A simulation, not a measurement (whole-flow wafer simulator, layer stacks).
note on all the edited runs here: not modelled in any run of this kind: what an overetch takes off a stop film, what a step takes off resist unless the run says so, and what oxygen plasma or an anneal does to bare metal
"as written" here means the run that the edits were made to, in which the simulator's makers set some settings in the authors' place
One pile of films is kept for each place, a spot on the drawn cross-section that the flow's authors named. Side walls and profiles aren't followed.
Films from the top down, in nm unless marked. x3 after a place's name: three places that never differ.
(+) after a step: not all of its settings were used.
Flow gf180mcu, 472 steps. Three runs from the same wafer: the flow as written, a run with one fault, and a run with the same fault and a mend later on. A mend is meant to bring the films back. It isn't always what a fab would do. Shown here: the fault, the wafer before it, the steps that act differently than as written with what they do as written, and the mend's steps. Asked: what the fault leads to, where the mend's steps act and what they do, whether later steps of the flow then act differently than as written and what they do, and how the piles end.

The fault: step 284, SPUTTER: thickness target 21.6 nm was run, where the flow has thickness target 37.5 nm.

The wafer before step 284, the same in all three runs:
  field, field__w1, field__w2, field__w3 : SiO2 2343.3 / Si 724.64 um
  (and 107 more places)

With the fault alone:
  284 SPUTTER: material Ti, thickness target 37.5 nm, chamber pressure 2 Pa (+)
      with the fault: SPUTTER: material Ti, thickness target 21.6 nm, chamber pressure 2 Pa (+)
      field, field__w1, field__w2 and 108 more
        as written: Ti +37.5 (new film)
        with the fault: Ti +21.6 (new film)
  Later steps of the flow that act differently than as written:
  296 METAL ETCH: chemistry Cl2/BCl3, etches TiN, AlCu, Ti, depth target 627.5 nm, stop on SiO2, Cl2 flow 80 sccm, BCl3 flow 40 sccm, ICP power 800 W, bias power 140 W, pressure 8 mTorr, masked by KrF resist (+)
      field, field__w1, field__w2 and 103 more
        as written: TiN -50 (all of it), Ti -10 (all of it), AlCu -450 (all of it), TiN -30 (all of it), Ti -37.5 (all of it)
        with the fault: TiN -50 (all of it), Ti -10 (all of it), AlCu -450 (all of it), TiN -30 (all of it), Ti -21.6 (all of it)
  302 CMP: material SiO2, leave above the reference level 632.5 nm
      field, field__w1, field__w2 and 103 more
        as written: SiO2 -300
        with the fault: SiO2 -315.9
  At the end the piles differ from the flow's by more than 2% or 0.5 nm, whichever is larger, at field__w8, contact, m1, m1__w1, m1_nw.
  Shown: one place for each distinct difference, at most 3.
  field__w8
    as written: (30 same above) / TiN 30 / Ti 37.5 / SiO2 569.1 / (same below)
    with the fault: (30 same above) / TiN 30 / Ti 21.6 / SiO2 569.1 / (same below)
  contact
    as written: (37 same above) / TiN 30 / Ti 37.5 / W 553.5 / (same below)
    with the fault: (37 same above) / TiN 30 / Ti 21.6 / W 553.5 / (same below)

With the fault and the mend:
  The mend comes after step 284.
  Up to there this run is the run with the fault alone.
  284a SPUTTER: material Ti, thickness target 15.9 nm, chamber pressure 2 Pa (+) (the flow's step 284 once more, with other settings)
      field, field__w1, field__w2 and 108 more
        Ti +15.9
  No later step of the flow acts differently than as written at any place that is followed.
  At the end the piles are the same as the flow's at every place that both follow.
